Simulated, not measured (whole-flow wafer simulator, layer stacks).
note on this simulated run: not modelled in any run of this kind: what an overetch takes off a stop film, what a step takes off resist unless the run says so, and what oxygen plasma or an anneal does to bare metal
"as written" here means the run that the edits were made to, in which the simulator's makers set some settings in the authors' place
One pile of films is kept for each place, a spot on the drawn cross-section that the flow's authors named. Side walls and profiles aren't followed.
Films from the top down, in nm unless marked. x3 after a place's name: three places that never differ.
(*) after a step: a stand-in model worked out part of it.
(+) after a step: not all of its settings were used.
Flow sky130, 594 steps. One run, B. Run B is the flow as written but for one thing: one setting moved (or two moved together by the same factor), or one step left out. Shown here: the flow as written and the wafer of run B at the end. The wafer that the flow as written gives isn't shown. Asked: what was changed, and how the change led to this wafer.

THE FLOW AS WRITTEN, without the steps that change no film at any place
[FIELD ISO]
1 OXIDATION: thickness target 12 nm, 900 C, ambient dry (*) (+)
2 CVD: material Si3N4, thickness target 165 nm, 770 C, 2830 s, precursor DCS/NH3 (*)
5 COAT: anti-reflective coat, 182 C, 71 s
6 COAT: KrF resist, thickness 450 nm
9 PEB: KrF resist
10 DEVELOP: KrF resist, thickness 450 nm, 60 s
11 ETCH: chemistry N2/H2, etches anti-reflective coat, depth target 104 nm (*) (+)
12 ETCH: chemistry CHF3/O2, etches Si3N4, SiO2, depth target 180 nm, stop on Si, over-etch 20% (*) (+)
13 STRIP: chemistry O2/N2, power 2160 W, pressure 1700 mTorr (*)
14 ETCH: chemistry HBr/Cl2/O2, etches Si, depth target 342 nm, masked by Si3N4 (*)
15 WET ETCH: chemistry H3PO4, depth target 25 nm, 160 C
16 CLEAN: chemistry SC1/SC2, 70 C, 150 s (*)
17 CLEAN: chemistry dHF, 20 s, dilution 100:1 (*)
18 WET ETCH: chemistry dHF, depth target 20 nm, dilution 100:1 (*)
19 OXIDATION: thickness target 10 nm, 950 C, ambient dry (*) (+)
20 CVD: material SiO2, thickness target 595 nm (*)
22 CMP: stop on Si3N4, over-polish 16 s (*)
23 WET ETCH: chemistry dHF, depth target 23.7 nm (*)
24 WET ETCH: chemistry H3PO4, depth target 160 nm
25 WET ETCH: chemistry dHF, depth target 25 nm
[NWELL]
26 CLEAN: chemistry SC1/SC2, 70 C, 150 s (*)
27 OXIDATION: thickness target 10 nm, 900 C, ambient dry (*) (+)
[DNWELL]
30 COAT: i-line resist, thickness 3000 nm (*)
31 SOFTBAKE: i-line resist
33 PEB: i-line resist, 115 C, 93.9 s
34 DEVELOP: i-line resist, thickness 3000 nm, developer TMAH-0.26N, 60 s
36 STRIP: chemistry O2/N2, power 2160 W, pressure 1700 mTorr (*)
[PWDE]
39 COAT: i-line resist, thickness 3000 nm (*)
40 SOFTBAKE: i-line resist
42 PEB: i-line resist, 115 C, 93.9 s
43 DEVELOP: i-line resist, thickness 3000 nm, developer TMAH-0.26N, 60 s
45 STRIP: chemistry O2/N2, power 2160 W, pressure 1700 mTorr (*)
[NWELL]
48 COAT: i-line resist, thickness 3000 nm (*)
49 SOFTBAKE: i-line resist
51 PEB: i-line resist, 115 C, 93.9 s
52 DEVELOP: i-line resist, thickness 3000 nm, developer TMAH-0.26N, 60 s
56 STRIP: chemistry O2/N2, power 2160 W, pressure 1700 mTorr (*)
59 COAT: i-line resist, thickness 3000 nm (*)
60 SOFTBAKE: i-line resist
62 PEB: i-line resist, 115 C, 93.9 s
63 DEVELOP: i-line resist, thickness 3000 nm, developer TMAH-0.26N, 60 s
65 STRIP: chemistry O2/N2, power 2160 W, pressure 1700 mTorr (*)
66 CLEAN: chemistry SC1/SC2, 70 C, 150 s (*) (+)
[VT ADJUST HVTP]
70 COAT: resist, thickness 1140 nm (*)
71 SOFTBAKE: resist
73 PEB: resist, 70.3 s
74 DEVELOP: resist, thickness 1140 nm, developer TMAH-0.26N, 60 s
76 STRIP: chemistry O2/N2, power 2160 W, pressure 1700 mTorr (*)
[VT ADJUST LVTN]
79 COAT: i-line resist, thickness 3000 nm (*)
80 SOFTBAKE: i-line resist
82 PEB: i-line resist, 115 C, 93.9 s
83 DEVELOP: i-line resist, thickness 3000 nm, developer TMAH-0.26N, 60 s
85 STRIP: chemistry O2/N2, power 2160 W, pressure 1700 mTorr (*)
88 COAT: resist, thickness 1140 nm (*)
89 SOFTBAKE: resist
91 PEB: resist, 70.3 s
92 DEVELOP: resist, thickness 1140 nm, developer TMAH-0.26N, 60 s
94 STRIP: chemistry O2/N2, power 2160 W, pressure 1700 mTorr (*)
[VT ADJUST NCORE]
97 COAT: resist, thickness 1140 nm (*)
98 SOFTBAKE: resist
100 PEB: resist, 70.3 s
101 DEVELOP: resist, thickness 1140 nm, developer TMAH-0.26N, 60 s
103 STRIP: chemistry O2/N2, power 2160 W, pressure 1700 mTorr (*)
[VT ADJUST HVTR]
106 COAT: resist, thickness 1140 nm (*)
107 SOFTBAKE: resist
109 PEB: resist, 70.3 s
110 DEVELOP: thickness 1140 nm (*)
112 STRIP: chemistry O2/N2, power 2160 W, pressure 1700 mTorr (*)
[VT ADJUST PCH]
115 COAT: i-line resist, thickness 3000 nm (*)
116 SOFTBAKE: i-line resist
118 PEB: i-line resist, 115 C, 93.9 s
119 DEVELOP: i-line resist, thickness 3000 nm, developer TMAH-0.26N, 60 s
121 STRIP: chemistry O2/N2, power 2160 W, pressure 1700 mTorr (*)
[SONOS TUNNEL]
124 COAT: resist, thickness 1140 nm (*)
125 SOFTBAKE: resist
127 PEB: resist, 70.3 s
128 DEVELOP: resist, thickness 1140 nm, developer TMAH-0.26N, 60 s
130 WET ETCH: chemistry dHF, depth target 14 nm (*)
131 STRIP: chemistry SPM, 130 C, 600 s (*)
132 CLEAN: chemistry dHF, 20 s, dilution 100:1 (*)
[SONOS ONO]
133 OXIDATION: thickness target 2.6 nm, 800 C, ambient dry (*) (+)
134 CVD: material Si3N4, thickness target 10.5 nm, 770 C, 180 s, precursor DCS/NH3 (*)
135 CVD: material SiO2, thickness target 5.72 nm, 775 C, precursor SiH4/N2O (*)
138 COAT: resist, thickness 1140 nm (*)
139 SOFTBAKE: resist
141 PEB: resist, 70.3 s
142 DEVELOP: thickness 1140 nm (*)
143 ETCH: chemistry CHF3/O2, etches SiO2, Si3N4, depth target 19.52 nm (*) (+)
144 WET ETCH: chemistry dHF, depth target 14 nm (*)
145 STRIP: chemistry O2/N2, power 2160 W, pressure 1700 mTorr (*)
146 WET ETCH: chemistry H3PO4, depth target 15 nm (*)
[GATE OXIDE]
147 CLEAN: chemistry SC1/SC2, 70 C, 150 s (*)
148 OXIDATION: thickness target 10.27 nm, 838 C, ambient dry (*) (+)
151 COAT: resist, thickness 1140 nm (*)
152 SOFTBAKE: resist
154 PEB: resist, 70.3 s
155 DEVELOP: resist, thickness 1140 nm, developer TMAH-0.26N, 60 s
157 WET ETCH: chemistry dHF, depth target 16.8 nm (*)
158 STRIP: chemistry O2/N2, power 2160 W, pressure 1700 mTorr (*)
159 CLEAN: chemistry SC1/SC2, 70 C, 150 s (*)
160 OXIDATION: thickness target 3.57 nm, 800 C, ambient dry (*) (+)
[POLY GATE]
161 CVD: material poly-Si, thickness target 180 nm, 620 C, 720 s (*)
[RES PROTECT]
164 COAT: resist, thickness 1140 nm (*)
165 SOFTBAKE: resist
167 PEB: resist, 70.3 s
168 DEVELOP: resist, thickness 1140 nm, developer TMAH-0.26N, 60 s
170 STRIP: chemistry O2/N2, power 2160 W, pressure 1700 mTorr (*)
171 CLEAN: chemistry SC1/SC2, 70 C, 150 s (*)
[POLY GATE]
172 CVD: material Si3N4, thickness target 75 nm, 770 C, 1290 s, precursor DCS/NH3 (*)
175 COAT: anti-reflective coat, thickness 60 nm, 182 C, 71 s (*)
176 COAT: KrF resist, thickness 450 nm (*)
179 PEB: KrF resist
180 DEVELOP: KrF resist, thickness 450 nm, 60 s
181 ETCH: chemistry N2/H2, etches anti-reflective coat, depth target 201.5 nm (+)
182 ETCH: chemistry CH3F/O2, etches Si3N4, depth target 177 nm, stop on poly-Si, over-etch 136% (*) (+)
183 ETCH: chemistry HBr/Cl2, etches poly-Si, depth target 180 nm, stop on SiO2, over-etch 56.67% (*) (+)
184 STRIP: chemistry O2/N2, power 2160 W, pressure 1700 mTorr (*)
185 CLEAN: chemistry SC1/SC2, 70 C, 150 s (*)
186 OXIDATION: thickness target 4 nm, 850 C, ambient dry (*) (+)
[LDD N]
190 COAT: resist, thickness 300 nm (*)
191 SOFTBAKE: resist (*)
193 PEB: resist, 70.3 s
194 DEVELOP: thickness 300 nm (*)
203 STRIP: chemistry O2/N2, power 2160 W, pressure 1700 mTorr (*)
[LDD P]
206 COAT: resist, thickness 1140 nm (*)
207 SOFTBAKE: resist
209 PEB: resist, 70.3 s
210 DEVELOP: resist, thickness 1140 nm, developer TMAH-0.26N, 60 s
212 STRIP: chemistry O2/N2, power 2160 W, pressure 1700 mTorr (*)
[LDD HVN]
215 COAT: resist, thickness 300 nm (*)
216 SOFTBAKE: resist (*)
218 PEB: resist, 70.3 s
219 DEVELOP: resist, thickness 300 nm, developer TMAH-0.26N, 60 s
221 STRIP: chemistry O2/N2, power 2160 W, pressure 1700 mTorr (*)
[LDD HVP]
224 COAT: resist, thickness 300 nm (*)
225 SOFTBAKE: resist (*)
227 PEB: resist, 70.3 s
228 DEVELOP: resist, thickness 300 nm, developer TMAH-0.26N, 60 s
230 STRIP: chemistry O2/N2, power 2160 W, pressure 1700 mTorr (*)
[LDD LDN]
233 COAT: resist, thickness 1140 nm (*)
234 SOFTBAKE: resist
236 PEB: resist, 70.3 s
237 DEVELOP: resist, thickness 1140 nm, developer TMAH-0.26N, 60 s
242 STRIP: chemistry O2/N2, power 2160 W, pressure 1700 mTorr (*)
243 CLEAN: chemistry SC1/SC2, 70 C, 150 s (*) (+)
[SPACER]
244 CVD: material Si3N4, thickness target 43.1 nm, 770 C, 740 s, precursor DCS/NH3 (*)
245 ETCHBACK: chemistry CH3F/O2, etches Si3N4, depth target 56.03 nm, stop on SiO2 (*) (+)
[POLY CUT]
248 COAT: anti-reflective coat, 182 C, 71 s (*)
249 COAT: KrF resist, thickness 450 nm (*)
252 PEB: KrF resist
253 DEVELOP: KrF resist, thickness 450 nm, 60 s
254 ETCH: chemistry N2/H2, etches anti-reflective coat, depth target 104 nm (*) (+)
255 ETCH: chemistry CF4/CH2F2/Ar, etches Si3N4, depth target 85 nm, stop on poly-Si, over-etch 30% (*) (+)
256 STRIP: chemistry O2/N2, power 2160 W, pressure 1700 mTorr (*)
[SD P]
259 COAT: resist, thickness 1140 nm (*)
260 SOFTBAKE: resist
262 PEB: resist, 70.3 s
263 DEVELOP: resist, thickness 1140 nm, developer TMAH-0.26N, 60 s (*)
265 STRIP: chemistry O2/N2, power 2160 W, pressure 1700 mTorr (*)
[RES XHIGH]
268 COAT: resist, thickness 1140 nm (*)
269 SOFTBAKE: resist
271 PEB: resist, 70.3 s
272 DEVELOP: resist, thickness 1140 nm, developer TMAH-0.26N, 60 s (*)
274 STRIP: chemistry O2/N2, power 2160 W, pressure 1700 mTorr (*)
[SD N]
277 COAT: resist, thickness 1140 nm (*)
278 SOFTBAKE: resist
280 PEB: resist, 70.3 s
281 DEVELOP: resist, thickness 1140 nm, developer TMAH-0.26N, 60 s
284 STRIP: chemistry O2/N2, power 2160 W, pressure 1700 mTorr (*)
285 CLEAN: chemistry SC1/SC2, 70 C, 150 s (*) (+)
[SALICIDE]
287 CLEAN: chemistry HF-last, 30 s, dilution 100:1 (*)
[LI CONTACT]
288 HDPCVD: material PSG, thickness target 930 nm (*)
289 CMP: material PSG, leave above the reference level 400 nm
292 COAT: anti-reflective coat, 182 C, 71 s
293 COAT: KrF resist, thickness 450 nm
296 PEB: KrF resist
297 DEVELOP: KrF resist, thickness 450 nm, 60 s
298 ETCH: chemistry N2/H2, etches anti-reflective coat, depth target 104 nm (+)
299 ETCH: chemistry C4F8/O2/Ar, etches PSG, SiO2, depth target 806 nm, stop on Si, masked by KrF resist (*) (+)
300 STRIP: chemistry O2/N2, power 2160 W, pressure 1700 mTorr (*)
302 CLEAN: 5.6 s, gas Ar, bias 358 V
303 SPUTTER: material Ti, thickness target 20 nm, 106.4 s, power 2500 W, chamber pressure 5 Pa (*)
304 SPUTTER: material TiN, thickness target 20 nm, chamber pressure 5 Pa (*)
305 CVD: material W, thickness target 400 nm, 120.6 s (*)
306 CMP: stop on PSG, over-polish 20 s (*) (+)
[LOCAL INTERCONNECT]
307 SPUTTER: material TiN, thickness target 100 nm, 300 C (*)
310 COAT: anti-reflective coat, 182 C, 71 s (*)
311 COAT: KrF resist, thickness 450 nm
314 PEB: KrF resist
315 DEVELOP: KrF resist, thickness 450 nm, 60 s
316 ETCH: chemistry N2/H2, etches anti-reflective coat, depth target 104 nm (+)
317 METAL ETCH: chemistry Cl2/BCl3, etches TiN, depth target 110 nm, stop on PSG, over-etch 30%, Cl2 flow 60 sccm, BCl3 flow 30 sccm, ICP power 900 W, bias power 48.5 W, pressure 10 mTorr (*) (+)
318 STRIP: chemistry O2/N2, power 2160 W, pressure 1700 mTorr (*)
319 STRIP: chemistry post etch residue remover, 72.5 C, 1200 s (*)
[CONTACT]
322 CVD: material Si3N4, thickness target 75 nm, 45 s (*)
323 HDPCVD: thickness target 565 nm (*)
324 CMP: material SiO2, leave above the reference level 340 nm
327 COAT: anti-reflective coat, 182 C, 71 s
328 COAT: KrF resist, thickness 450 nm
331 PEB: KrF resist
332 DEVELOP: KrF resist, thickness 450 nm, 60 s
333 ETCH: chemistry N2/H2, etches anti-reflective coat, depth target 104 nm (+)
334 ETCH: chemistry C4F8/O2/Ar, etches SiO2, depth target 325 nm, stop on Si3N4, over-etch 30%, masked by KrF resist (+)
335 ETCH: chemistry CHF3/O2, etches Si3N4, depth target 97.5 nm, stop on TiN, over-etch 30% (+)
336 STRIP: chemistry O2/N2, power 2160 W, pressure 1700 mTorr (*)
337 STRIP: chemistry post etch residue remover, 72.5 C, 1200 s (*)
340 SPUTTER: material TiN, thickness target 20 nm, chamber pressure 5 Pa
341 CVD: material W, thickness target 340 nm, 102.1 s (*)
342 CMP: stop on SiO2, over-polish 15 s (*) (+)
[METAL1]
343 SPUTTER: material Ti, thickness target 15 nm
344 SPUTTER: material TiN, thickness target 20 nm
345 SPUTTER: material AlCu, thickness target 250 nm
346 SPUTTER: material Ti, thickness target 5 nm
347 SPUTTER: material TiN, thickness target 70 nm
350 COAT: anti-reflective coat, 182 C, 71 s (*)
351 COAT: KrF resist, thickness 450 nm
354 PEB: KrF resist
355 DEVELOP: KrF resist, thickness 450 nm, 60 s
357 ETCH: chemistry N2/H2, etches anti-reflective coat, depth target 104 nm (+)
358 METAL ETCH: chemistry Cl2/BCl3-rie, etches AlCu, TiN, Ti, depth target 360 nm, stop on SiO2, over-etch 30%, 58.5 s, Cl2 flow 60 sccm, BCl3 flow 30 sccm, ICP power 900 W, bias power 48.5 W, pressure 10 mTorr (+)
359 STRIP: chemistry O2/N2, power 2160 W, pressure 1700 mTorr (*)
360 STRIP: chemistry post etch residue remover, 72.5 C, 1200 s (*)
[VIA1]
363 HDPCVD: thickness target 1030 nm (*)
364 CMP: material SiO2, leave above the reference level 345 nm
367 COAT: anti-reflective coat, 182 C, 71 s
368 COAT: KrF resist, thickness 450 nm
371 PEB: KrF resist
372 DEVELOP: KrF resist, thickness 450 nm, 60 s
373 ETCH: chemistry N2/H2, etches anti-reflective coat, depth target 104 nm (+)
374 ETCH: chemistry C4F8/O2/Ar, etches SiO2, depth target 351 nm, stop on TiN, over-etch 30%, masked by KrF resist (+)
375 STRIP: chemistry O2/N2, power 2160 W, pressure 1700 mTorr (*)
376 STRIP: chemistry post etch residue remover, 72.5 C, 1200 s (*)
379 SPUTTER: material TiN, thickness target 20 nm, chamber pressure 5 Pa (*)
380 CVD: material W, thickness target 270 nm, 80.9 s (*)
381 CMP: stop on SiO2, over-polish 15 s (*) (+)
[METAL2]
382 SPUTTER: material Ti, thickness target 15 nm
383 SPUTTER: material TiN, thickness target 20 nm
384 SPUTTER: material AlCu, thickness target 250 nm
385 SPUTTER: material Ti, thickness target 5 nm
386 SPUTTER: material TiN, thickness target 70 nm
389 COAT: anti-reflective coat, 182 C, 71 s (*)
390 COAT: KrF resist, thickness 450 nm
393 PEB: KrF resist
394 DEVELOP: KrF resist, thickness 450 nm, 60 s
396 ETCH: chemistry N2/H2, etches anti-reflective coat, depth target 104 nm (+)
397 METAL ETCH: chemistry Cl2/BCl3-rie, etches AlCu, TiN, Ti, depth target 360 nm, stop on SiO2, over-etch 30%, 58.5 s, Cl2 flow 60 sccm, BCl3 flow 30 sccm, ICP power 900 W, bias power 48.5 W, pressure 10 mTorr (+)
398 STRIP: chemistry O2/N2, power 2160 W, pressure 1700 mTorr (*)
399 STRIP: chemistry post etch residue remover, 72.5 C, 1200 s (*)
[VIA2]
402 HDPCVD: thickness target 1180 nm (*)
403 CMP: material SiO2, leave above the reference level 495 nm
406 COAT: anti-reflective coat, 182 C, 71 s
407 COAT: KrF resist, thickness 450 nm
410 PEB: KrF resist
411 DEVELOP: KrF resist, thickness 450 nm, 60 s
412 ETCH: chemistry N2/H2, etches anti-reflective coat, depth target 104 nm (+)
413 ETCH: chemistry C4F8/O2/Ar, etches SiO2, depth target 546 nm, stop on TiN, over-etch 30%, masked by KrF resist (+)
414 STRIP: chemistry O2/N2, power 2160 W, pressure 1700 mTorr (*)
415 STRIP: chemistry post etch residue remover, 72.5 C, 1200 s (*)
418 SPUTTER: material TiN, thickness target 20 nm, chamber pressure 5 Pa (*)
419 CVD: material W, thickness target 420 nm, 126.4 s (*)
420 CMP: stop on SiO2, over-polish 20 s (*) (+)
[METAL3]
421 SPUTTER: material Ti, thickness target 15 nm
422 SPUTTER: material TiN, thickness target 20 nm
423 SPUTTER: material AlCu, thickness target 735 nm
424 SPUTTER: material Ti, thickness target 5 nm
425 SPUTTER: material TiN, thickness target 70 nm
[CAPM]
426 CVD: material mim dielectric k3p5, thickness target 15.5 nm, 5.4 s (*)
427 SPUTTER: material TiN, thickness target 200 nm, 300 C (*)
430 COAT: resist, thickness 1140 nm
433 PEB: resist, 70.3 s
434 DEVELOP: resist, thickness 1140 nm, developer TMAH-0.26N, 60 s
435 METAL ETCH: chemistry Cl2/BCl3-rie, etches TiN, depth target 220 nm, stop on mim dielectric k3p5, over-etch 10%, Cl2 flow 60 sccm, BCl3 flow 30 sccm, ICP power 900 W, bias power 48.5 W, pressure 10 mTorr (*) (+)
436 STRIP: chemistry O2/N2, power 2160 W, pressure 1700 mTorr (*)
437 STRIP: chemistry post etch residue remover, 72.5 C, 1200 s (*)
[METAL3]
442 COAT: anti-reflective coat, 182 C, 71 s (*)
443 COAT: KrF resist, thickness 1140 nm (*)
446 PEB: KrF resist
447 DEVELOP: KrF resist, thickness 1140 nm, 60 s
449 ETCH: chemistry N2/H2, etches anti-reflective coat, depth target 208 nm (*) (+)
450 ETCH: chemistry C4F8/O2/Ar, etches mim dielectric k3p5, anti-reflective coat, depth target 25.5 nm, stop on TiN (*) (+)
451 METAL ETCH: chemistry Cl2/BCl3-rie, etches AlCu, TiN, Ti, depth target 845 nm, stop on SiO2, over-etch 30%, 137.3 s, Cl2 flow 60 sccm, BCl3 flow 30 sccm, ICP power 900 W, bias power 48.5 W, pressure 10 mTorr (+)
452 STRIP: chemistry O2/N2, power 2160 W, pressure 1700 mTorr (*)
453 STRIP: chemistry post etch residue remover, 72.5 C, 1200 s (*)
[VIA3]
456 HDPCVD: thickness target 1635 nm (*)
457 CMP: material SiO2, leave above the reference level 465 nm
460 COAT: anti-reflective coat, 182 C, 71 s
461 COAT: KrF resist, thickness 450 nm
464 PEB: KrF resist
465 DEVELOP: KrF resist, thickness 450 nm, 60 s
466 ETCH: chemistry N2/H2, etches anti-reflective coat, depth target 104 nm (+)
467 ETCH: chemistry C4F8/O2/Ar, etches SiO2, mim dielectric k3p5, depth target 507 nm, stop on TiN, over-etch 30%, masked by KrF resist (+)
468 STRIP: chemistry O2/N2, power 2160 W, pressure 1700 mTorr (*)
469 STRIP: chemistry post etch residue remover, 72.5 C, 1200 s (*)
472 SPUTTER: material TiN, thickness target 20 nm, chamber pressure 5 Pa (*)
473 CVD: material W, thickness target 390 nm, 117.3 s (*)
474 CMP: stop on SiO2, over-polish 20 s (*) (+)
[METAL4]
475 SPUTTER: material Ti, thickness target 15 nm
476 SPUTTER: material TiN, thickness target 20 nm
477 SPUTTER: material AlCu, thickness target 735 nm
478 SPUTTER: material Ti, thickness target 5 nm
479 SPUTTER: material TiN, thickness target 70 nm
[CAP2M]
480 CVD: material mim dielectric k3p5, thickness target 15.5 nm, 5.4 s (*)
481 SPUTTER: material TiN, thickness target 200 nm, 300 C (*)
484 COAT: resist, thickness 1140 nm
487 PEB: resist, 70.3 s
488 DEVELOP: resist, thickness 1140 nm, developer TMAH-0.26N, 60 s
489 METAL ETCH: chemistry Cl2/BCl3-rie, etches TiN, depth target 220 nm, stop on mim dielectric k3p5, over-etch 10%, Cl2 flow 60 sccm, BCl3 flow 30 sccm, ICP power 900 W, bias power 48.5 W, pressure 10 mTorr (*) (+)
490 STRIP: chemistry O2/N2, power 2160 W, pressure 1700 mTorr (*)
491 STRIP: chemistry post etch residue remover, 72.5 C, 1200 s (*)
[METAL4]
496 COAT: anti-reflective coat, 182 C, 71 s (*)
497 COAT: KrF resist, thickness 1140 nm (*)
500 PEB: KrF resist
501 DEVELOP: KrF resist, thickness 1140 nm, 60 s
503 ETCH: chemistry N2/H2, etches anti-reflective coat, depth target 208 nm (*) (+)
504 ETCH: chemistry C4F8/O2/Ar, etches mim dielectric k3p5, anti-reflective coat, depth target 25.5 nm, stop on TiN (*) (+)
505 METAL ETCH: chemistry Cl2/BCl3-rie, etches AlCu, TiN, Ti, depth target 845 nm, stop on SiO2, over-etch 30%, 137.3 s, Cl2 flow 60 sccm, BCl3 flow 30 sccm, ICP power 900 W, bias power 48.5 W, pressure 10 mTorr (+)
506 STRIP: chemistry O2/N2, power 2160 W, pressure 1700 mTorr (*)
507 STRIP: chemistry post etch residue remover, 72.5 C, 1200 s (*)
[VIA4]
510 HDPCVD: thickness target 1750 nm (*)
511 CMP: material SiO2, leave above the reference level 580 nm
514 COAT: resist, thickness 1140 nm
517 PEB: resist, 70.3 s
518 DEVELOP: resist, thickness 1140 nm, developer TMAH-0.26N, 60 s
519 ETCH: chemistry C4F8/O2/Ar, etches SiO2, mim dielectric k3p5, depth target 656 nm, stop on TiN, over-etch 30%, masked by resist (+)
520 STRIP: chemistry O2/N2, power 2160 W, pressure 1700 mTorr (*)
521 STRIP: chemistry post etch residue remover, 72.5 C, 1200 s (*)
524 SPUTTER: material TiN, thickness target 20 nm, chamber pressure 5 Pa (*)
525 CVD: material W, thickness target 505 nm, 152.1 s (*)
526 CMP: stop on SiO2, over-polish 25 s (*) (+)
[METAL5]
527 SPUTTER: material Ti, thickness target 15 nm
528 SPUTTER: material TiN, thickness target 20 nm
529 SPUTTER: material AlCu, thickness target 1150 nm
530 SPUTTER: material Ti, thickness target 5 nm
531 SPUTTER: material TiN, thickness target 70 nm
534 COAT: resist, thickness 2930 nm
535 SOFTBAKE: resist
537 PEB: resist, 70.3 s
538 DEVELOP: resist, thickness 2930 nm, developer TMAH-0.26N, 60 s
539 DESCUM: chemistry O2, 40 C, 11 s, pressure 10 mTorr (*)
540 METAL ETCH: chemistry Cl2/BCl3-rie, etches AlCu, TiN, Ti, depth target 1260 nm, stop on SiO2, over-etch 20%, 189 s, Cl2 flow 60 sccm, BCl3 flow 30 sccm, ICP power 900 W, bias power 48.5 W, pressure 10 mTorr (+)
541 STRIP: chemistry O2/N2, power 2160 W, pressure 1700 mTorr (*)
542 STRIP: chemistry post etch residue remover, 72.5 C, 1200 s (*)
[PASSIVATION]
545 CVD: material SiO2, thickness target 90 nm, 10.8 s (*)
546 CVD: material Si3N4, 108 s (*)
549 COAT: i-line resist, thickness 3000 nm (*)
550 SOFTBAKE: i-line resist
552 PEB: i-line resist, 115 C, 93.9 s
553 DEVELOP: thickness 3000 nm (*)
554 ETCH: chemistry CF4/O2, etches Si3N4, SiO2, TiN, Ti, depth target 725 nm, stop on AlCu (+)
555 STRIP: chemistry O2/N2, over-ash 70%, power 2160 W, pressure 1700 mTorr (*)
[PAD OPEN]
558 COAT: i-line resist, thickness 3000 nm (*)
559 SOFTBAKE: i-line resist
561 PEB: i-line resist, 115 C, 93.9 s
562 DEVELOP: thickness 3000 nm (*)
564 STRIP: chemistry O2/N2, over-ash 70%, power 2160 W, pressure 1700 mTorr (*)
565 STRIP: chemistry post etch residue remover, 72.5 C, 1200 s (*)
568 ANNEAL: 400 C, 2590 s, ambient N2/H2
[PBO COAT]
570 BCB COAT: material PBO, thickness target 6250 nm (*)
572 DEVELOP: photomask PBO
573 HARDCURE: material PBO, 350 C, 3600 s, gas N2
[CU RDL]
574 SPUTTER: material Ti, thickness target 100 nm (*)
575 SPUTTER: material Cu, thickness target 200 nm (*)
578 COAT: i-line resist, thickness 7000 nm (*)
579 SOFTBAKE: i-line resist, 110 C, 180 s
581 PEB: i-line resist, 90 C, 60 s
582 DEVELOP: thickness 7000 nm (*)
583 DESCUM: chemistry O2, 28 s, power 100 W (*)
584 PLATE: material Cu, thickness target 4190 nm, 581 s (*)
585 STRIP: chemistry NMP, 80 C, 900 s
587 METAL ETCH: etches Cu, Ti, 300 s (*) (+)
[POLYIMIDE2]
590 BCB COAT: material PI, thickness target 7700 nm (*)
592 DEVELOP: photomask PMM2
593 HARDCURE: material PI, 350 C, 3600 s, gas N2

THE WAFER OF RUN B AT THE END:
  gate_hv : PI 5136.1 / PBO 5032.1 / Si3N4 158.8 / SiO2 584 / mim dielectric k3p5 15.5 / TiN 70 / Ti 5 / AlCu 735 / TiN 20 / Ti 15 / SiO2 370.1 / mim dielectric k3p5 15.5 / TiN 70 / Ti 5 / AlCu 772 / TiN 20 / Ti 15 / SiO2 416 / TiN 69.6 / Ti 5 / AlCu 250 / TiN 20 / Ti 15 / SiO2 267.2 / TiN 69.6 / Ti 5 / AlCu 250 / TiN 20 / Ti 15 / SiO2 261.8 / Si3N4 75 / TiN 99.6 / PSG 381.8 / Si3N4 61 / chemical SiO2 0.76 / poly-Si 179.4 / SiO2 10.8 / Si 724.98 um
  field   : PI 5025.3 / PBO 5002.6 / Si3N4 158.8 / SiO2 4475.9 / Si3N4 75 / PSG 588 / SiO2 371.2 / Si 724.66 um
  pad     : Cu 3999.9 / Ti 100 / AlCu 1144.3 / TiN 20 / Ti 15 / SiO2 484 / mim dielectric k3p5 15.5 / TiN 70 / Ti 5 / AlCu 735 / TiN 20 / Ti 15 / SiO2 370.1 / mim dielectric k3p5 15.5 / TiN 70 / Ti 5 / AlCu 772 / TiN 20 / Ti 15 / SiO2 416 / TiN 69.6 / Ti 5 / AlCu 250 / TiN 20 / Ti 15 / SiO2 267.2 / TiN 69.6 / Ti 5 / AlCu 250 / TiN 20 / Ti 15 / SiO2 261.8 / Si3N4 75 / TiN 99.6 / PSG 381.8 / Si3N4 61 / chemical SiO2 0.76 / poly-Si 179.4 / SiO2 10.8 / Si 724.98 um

The cause: step 423, SPUTTER: thickness target 772 nm was run, where the flow has thickness target 735 nm.
It can be read off the wafer: gate_hv has AlCu 772, and step 423 as written asks for 735 nm.

How the change led to this, step by step:
  423 SPUTTER: material AlCu, thickness target 735 nm
      field, active, n_well and 188 more: AlCu +772 (new film) (as written it would be: AlCu +735 (new film))
  451 METAL ETCH: chemistry Cl2/BCl3-rie, etches AlCu, TiN, Ti, depth target 845 nm, stop on SiO2, over-etch 30%, 137.3 s, Cl2 flow 60 sccm, BCl3 flow 30 sccm, ICP power 900 W, bias power 48.5 W, pressure 10 mTorr (+)
      field, gate, spacer and 61 more: TiN -70 (all of it), Ti -5 (all of it), AlCu -772 (all of it), TiN -20 (all of it), Ti -15 (all of it), SiO2 -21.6 (as written it would be: TiN -70 (all of it), Ti -5 (all of it), AlCu -735 (all of it), TiN -20 (all of it), Ti -15 (all of it), SiO2 -25.4)
      vpp_ln, vpp_iso2, ndiff_ln, ndiff_cd, via1_hole, via1_enc, via_li1, m2_ln_cd: TiN -70 (all of it), Ti -5 (all of it), AlCu -772 (all of it), TiN -20 (all of it), Ti -15 (all of it), SiO2 -21.6 (as written it would be: TiN -70 (all of it), Ti -5 (all of it), AlCu -735 (all of it), TiN -20 (all of it), Ti -15 (all of it), SiO2 -25.3)
      (and at 13 more places)
  457 CMP: material SiO2, leave above the reference level 465 nm
      field, active, gate and 82 more: SiO2 -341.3 (as written it would be: SiO2 -374.7)
